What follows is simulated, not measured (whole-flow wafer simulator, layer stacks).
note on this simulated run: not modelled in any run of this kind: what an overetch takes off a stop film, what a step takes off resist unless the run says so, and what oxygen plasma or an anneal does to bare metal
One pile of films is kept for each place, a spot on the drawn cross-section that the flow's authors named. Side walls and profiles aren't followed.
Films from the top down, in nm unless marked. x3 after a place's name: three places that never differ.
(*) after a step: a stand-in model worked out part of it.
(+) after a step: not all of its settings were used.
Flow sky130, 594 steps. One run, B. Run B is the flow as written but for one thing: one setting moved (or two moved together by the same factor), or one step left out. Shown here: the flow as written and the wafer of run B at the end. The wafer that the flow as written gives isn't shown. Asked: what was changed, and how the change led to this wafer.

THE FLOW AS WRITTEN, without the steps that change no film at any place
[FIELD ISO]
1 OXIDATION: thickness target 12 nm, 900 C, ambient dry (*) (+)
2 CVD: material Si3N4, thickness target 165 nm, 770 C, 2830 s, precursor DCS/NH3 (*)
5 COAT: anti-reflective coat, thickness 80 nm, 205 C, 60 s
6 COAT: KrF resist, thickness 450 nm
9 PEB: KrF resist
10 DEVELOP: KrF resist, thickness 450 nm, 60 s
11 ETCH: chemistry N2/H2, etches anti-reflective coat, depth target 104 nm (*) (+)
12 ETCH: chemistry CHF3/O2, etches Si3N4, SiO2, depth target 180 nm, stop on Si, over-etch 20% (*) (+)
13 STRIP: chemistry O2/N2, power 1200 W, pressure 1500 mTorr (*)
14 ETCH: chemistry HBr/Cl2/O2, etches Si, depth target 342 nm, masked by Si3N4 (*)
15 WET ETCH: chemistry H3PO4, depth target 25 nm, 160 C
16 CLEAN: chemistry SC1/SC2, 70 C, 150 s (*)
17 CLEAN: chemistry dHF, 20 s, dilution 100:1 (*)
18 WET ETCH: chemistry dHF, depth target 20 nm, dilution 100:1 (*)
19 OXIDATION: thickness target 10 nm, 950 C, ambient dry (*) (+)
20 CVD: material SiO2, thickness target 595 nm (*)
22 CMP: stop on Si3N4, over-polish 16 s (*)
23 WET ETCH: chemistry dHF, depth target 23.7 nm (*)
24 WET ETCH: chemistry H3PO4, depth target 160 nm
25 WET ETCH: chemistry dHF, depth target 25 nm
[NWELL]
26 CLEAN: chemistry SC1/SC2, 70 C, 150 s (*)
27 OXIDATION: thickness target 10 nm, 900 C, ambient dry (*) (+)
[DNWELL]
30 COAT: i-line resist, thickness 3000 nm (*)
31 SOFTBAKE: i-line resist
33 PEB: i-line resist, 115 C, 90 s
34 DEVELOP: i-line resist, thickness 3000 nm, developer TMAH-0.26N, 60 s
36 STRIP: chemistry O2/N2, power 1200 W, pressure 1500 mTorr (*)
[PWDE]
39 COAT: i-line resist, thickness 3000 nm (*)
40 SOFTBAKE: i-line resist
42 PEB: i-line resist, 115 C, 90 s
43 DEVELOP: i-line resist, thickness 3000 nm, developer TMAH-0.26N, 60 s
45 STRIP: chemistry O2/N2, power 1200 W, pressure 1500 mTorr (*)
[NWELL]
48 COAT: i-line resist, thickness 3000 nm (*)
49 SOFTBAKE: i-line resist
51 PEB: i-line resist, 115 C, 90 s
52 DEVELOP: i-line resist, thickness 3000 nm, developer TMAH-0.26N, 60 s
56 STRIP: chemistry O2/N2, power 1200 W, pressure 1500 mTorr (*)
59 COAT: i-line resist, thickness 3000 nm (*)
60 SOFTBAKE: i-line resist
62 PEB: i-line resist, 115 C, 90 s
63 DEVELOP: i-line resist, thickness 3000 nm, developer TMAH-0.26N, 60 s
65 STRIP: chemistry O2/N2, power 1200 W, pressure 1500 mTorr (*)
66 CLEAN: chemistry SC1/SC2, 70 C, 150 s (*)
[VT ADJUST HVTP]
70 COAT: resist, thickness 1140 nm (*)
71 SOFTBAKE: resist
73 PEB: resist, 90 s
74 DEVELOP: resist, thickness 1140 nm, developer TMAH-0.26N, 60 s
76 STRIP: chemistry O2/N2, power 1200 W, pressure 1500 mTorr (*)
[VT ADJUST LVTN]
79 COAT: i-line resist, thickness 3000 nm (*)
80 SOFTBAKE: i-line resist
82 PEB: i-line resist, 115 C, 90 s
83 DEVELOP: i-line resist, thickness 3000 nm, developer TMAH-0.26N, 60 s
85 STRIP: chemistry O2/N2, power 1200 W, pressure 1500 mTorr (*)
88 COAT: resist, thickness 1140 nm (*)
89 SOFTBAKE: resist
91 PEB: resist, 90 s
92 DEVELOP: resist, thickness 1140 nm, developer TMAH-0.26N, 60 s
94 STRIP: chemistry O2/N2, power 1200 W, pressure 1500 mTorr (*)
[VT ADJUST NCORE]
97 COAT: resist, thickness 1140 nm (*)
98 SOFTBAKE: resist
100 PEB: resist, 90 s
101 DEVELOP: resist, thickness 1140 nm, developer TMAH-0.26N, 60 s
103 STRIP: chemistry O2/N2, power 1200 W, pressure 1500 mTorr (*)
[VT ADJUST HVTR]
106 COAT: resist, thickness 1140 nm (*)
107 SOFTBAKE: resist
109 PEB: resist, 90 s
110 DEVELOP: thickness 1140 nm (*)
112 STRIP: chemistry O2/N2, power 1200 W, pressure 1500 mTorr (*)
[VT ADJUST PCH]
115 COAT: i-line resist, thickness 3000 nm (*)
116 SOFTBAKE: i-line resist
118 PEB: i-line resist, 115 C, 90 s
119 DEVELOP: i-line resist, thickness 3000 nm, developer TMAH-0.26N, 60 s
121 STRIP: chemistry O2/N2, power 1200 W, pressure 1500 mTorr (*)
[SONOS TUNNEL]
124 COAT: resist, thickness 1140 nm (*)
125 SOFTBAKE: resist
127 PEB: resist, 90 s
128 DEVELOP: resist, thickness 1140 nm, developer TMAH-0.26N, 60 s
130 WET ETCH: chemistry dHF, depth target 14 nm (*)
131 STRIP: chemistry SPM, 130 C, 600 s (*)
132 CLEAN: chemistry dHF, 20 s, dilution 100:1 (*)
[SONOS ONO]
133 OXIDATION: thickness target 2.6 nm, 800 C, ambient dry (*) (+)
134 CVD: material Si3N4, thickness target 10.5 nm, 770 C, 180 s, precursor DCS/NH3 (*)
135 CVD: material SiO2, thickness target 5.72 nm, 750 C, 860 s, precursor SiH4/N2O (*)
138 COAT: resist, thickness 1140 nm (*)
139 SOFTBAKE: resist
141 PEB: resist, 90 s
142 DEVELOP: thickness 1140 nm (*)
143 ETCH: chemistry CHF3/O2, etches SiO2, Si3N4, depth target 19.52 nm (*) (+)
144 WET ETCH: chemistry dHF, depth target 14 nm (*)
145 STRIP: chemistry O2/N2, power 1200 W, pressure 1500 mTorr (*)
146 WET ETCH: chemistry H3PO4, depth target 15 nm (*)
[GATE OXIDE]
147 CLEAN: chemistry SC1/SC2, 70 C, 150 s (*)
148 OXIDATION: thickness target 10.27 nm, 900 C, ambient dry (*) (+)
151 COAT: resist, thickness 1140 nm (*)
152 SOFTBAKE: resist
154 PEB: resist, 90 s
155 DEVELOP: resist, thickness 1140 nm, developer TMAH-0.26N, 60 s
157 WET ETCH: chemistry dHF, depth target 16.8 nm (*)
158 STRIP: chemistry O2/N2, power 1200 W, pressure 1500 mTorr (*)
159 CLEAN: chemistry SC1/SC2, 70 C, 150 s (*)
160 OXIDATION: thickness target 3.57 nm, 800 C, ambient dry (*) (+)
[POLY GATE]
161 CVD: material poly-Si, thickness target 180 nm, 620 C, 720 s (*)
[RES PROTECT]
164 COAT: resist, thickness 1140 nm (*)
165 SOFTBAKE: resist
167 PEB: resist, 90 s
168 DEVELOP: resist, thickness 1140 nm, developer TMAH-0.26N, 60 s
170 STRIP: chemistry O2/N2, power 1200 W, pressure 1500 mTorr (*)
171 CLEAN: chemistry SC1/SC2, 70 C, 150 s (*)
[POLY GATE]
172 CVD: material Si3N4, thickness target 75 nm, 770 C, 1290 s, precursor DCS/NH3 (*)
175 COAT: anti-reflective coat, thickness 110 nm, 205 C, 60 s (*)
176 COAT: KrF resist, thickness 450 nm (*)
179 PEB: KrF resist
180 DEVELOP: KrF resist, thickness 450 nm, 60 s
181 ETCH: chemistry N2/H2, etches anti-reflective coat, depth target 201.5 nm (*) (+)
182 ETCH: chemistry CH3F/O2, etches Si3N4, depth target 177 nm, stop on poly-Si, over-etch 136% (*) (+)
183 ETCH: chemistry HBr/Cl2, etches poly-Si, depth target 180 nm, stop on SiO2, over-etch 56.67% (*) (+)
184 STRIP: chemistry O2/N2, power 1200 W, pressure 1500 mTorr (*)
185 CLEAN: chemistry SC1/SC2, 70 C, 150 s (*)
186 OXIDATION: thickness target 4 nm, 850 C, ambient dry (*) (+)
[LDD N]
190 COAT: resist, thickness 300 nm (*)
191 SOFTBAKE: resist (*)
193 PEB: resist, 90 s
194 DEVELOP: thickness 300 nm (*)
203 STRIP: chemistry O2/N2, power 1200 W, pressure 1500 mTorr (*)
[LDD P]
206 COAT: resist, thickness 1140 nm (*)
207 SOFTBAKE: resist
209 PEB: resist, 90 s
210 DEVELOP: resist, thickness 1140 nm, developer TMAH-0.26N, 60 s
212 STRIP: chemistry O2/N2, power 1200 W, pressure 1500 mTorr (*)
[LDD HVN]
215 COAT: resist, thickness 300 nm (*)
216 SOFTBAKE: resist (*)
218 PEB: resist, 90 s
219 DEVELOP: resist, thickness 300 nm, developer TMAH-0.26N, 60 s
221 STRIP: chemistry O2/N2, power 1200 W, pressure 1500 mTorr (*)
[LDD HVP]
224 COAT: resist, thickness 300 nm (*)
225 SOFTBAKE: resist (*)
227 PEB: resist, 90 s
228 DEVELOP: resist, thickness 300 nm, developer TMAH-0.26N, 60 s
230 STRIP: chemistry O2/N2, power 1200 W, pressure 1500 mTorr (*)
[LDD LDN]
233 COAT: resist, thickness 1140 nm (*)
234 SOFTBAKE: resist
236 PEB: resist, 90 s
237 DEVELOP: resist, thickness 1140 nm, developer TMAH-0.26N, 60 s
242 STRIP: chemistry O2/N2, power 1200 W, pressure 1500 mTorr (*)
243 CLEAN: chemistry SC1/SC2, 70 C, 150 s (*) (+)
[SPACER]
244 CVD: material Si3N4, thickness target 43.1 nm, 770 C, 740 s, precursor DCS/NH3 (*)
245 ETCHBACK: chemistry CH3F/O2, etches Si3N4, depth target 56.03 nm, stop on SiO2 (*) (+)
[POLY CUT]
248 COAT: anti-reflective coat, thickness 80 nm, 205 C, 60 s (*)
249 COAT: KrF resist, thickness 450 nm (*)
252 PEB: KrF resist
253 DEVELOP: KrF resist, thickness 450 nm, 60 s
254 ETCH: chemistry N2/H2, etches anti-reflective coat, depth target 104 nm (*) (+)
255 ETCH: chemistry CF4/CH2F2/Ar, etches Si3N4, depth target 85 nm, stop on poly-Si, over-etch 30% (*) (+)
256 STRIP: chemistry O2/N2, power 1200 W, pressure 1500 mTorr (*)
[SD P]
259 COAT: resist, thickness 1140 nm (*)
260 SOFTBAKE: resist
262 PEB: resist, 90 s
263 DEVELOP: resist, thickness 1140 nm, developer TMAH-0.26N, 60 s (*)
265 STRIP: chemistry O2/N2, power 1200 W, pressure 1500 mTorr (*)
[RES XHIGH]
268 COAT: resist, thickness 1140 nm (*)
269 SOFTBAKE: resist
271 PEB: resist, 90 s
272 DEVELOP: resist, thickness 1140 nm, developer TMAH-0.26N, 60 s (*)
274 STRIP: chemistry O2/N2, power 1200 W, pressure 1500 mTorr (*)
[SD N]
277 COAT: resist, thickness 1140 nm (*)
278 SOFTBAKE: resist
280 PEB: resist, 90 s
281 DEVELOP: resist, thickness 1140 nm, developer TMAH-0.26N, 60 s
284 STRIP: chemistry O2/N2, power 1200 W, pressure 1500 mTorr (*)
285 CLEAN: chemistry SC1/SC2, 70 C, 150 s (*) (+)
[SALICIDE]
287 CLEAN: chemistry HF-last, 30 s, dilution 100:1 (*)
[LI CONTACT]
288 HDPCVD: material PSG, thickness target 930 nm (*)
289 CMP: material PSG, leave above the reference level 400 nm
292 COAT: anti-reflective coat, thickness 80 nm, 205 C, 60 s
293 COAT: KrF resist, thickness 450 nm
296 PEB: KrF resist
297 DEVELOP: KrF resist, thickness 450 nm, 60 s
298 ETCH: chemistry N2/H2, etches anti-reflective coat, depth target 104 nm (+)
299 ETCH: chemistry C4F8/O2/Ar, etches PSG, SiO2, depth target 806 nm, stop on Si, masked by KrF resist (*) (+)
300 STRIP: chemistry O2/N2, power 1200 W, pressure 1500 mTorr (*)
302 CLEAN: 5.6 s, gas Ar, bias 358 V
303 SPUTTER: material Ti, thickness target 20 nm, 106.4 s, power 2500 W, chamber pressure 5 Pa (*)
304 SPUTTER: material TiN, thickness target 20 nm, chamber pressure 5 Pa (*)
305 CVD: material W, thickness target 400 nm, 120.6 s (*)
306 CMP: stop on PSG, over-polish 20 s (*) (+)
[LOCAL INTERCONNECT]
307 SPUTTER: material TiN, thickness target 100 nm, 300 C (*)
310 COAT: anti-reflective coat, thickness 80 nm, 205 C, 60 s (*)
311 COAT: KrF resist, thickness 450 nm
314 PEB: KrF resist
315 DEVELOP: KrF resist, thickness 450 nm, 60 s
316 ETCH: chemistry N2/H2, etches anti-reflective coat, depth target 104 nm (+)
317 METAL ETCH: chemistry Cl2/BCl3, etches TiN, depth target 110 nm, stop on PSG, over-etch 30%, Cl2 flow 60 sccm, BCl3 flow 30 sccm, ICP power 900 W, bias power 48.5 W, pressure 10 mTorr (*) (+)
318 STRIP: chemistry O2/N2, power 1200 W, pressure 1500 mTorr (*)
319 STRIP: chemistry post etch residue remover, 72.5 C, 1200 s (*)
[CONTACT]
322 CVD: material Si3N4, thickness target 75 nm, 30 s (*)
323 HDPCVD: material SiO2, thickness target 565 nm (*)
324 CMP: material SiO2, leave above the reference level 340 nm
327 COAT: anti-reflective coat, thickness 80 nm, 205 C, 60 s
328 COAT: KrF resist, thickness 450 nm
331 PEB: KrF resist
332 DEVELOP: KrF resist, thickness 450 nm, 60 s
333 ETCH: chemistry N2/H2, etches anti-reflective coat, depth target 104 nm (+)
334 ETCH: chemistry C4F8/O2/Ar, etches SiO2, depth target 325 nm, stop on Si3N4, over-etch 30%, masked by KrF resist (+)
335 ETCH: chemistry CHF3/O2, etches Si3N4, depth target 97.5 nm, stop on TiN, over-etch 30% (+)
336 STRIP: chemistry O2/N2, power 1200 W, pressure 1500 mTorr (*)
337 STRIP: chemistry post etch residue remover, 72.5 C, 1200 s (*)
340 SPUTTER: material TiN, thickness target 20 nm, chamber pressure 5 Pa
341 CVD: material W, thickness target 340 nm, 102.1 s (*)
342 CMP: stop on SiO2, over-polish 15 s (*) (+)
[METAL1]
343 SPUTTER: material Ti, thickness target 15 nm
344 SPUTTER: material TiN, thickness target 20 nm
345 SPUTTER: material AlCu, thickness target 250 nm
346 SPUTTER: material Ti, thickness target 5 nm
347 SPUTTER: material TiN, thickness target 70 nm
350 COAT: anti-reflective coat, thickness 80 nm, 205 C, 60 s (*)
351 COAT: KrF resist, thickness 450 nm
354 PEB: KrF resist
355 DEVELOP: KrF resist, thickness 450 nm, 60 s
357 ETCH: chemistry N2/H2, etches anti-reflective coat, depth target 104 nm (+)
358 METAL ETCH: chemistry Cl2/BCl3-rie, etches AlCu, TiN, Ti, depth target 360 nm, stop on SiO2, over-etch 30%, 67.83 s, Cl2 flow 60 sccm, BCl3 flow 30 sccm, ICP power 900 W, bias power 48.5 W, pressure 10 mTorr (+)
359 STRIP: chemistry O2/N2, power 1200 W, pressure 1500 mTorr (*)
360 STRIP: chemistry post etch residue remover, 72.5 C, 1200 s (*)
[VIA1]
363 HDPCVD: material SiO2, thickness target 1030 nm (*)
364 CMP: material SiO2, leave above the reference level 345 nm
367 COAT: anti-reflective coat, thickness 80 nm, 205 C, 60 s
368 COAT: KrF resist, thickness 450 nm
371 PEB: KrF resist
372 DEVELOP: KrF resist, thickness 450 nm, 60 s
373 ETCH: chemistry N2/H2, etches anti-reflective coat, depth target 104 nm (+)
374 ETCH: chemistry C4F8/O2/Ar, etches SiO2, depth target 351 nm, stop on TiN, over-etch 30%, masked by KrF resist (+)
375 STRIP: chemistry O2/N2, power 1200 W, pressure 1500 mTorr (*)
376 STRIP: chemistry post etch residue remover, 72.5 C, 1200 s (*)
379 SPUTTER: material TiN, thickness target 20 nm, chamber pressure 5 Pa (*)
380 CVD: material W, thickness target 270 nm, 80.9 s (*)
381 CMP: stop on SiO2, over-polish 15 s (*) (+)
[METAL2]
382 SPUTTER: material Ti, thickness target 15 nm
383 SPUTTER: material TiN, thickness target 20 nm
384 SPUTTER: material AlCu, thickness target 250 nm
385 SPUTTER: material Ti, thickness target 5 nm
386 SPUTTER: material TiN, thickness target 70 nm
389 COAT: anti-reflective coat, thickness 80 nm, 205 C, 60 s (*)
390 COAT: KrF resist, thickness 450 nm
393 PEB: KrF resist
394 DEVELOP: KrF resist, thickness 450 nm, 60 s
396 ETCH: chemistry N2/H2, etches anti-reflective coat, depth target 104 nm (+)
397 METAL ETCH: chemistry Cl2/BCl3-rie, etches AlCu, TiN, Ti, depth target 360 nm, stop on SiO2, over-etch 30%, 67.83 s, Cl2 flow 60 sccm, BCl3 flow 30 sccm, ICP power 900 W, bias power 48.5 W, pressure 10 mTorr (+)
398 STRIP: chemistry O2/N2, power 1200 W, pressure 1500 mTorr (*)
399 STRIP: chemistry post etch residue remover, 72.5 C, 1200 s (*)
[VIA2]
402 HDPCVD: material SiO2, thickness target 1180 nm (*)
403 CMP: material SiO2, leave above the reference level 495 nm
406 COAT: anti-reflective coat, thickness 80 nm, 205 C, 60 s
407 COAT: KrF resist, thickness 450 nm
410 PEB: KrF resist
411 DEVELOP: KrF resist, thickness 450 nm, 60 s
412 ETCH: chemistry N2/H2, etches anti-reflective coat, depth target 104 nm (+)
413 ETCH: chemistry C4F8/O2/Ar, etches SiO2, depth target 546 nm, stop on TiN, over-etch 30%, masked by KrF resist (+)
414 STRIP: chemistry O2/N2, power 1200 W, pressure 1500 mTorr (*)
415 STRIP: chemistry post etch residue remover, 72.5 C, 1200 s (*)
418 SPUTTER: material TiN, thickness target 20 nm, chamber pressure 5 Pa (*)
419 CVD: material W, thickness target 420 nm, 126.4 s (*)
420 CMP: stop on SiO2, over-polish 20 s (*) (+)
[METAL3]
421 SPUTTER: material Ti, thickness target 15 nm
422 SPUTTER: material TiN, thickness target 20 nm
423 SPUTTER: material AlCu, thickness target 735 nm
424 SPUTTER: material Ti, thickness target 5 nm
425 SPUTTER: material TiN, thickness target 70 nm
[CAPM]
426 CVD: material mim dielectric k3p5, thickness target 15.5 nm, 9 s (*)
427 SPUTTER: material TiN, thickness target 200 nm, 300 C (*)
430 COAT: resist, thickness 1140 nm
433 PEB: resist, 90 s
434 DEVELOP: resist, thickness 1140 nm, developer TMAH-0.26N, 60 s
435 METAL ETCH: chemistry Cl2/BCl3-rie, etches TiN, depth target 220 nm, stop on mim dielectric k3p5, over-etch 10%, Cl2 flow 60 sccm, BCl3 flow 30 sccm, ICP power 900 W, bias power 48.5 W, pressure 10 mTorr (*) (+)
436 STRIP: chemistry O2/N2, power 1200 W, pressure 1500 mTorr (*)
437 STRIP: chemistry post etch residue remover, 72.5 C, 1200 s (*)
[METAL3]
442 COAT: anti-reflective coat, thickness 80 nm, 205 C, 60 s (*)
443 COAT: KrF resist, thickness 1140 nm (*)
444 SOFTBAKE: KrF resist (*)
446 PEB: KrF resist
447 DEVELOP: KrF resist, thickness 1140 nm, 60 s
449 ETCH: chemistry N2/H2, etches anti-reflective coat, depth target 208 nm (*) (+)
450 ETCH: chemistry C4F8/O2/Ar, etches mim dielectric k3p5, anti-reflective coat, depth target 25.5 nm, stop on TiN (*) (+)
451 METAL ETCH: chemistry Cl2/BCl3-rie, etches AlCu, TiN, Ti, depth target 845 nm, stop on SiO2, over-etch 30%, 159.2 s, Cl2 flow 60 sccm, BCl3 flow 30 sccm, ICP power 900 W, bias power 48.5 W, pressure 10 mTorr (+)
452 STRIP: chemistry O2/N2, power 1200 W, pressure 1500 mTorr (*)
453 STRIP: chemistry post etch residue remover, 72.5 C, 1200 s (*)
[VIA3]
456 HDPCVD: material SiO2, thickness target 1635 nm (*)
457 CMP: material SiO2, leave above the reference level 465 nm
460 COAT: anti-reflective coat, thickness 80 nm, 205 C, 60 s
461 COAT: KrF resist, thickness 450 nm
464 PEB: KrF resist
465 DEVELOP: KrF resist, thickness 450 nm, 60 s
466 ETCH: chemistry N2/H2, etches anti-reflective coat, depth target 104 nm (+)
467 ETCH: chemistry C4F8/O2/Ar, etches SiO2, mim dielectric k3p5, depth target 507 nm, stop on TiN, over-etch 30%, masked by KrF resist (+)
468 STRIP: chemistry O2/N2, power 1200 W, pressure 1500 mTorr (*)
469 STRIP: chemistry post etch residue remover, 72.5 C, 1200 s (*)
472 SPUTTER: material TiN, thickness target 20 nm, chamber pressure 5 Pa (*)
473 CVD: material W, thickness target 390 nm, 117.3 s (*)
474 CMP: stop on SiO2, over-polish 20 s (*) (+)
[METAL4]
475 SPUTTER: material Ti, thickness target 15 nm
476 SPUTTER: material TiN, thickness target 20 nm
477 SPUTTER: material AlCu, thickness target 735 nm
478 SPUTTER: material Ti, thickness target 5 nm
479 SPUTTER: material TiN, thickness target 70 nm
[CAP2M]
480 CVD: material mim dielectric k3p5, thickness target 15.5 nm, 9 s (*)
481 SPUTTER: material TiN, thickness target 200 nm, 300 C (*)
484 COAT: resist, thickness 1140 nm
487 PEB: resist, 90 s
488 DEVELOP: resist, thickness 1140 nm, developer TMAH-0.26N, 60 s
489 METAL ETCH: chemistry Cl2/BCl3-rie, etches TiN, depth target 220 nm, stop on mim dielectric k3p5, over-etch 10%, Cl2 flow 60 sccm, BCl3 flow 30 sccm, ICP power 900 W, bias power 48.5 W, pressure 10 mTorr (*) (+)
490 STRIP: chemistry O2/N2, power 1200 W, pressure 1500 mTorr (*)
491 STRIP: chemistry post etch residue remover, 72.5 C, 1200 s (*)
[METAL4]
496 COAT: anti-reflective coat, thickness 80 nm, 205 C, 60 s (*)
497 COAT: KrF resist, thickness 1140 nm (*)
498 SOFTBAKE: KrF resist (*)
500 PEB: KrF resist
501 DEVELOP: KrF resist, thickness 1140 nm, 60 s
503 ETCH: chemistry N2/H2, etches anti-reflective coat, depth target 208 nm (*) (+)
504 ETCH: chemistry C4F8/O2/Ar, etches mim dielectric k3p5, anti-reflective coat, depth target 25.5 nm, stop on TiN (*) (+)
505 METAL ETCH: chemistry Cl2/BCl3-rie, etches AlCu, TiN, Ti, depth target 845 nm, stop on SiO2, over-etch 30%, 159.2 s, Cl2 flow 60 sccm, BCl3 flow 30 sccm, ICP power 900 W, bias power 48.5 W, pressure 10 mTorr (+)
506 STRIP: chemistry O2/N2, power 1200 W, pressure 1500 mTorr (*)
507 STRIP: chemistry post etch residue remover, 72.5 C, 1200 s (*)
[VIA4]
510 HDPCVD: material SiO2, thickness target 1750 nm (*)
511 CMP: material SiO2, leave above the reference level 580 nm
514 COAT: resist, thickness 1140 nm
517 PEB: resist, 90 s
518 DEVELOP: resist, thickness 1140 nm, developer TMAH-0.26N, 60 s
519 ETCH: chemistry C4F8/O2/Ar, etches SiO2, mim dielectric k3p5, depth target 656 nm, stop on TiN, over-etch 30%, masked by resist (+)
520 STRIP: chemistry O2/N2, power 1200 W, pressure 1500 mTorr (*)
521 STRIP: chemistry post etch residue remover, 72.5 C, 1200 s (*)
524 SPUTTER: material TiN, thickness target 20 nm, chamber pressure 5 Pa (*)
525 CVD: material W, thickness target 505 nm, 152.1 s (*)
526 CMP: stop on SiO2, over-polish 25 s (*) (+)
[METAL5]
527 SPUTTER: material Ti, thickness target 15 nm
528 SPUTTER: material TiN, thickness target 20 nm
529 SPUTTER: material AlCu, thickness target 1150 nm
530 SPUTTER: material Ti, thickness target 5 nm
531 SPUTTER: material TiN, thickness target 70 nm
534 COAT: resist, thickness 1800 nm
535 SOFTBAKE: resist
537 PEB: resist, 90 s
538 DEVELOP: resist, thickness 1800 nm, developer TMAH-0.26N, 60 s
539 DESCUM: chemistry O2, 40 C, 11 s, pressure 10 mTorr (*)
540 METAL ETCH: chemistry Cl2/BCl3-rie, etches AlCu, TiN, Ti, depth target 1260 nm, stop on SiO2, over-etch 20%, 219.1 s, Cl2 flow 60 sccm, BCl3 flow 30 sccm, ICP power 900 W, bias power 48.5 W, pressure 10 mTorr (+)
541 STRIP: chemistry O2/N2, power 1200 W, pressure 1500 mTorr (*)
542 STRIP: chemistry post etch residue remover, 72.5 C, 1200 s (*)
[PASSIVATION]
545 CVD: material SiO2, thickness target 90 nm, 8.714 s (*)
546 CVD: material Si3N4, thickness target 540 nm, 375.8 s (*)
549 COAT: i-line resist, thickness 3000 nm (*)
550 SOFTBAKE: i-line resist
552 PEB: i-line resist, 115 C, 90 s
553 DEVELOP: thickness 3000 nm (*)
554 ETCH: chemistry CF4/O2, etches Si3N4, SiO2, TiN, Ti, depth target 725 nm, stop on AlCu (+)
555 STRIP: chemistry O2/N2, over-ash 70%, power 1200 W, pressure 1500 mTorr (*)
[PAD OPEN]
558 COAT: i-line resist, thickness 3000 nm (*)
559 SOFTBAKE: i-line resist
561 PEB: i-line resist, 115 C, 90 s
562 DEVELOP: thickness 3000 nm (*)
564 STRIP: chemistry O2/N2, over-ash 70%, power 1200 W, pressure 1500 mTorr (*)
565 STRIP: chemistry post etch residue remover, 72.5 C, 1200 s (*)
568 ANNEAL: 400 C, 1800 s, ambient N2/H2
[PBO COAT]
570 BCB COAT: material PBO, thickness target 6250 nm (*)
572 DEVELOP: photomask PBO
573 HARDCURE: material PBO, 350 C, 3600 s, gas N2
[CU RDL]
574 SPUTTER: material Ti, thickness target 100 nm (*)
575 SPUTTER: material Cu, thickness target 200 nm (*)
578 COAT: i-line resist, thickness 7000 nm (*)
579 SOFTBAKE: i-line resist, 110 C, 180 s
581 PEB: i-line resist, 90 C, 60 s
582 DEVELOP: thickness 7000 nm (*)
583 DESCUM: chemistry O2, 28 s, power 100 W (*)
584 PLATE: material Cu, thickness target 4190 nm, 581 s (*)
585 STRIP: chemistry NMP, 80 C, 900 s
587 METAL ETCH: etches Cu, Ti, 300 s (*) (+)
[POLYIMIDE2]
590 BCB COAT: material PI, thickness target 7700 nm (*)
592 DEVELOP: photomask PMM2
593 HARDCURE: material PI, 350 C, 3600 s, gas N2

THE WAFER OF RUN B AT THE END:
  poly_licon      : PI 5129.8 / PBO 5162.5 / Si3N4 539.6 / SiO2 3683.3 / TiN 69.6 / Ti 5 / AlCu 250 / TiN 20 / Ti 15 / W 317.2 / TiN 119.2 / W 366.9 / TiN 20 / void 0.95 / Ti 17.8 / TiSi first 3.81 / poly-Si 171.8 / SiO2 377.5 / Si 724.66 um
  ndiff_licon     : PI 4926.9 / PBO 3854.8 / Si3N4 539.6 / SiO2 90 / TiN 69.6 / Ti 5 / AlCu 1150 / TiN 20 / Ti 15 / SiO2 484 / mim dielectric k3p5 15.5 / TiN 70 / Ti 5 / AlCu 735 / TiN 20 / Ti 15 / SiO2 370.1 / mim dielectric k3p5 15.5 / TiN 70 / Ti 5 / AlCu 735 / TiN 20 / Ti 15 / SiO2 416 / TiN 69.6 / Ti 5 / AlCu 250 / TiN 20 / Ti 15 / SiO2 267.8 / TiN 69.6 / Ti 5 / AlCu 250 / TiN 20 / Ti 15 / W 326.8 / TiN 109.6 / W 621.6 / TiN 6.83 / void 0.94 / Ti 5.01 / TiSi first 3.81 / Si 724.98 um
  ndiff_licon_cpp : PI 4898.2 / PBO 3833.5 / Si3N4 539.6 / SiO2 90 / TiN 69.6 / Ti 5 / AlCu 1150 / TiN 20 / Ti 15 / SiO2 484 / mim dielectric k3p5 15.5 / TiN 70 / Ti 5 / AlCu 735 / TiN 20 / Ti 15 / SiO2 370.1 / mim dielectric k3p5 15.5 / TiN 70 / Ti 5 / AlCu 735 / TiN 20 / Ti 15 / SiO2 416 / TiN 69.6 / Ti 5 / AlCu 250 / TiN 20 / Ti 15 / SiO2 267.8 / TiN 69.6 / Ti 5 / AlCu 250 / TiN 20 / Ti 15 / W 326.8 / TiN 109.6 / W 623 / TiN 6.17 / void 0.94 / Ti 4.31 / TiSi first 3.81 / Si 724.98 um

The cause: step 568, ANNEAL: 400 C, 1800 s, ambient N2/H2, was left out.

How the change led to this, step by step:
  573 HARDCURE: material PBO, 350 C, 3600 s, gas N2
      poly_licon, rpo_hd_licon: PBO -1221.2, void +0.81 (new film), Ti -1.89, TiSi first +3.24 (new film), poly-Si -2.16 (as written it would be: PBO -1221.2, void +0.08, Ti -0.19, TiSi first +0.32, poly-Si -0.21)
      ndiff_licon: PBO -1224.4, void +0.8 (new film), Ti -1.89, TiSi first +3.24 (new film), Si -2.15 (as written it would be: PBO -1224.4, void +0.08, Ti -0.19, TiSi first +0.32, Si -0.21)
      (and at 1 more place)
